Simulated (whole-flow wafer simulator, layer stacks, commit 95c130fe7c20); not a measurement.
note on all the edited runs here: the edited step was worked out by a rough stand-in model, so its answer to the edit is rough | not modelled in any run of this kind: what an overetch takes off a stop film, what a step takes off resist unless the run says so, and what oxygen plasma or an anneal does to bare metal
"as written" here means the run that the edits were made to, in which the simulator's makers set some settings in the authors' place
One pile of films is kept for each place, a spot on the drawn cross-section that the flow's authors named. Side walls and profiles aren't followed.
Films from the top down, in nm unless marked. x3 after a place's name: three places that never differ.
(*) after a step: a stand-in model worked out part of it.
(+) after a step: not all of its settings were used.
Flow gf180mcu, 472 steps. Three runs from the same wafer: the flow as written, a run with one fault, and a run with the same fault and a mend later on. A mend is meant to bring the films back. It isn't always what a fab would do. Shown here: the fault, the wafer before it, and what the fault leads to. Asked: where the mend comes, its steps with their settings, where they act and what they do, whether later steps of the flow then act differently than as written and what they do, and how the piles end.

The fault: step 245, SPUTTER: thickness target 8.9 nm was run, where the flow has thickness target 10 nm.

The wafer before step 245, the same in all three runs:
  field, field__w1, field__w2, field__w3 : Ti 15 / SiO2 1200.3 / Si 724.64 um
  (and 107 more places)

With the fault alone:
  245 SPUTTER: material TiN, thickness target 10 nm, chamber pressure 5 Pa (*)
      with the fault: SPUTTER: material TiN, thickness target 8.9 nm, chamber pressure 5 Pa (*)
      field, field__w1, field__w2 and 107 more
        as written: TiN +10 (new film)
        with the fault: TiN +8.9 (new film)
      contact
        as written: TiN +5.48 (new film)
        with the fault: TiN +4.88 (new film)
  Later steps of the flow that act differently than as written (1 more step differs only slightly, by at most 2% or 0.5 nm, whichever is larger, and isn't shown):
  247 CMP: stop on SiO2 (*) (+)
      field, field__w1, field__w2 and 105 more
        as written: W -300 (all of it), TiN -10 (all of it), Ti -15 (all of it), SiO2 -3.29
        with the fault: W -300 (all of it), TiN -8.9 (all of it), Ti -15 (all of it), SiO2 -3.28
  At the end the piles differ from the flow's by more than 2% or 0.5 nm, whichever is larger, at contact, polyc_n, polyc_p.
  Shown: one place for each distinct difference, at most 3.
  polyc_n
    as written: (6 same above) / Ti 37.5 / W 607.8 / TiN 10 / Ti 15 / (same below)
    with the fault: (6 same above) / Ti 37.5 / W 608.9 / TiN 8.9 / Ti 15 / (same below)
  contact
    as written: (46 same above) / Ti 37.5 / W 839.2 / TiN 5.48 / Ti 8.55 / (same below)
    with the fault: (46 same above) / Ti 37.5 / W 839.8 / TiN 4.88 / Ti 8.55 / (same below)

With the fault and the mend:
  The mend comes after step 245.
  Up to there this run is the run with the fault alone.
  245a SPUTTER: material TiN, thickness target 1.1 nm, chamber pressure 5 Pa (*) (the flow's step 245 once more, with other settings)
      field, field__w1, field__w2 and 107 more
        TiN +1.1
      contact
        TiN +0.6
  No later step of the flow acts differently than as written at any place that is followed.
  At the end the piles are the same as the flow's at every place that both follow.
